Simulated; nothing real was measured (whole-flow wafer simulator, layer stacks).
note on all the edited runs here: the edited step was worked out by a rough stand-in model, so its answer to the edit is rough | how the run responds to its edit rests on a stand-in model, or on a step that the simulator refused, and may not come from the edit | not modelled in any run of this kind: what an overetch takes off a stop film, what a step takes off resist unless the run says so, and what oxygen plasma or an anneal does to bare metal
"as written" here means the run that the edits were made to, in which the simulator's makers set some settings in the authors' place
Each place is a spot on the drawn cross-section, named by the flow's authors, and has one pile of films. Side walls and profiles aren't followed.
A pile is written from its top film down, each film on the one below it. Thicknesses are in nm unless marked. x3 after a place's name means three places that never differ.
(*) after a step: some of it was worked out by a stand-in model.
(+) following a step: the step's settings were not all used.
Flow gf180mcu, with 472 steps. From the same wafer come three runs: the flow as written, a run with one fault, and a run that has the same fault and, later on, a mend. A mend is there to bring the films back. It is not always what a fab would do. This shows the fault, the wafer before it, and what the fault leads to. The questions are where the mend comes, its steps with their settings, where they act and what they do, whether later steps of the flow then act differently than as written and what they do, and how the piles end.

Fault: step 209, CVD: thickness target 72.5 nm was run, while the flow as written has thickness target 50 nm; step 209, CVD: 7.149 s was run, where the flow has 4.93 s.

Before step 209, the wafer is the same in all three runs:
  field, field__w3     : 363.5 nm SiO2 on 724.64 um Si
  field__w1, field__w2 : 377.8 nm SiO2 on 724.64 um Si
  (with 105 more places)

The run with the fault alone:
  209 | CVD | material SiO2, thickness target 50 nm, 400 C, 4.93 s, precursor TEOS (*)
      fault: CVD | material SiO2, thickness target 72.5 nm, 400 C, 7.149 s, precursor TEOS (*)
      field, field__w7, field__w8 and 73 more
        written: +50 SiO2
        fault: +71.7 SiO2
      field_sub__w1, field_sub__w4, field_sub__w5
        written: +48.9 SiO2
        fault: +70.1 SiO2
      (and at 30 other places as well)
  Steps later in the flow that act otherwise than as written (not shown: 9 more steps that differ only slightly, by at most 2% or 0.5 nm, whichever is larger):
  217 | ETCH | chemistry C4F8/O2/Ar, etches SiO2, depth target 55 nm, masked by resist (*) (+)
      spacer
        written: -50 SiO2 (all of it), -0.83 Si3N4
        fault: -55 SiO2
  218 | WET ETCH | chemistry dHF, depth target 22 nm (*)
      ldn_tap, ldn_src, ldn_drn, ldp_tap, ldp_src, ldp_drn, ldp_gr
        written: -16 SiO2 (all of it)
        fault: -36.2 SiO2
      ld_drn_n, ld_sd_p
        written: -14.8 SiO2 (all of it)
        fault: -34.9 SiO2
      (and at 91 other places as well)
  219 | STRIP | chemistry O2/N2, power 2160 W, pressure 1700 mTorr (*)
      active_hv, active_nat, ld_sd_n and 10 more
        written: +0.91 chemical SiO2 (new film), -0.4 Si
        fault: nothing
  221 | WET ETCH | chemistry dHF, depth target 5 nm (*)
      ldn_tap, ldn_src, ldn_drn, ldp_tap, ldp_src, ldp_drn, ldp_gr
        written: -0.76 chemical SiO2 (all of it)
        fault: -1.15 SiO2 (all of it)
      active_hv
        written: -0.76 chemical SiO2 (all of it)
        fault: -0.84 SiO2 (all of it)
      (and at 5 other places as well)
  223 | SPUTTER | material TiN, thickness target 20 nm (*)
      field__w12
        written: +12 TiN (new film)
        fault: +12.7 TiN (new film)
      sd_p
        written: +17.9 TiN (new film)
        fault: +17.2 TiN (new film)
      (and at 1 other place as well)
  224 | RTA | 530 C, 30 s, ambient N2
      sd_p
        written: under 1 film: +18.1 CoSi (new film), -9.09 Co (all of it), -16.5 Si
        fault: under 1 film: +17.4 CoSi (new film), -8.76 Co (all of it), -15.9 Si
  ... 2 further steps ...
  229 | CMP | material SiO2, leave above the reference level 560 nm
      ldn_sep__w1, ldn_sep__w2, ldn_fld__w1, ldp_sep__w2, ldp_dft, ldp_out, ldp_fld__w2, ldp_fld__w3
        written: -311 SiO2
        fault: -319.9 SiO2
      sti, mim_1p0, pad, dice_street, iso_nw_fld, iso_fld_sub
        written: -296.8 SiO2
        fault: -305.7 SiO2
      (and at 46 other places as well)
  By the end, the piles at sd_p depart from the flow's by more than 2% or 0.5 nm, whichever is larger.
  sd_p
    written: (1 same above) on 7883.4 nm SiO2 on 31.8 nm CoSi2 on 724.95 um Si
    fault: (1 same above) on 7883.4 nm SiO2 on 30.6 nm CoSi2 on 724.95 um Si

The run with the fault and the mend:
  The mend stands after step 216.
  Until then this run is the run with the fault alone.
  217 | ETCH | chemistry C4F8/O2/Ar, etches SiO2, depth target 77.5 nm, masked by resist (*) (+) (the flow's step 217, where the flow has depth target 55 nm)
      field, field__w1, field__w2 and 96 more
        -77.5 SiO2
      field__w5, field__w9, field__w13 and 8 more
        -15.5 resist
      spacer
        -71.7 SiO2 (all of it), -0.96 Si3N4
  Steps later in the flow that act otherwise than as written (not shown: 4 more steps that differ only slightly, by at most 2% or 0.5 nm, whichever is larger):
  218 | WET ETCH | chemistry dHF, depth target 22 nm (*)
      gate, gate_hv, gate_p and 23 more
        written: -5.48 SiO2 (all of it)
        mend: -4.69 SiO2 (all of it)
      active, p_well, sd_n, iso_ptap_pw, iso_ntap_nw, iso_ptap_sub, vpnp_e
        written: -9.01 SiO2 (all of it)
        mend: -8.22 SiO2 (all of it)
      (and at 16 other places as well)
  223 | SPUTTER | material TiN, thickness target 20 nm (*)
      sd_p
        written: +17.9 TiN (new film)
        mend: +17.2 TiN (new film)
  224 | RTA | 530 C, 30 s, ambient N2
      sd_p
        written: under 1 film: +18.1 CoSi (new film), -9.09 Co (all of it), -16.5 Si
        mend: under 1 film: +17.4 CoSi (new film), -8.76 Co (all of it), -15.9 Si
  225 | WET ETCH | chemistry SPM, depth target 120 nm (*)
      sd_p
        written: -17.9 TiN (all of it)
        mend: -17.2 TiN (all of it)
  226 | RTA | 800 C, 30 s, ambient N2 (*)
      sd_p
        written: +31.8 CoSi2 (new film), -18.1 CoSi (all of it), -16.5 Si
        mend: +30.6 CoSi2 (new film), -17.4 CoSi (all of it), -15.9 Si
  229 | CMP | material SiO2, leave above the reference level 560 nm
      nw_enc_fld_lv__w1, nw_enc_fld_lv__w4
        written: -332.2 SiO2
        mend: -353.1 SiO2
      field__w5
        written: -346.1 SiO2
        mend: -369.2 SiO2
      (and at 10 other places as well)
  By the end, the piles at sd_p depart from the flow's by more than 2% or 0.5 nm, whichever is larger.
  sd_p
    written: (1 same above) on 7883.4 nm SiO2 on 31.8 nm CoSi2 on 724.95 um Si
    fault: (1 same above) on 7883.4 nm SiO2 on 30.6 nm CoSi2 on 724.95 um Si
    mend: (1 same above) on 7883.4 nm SiO2 on 30.6 nm CoSi2 on 724.95 um Si
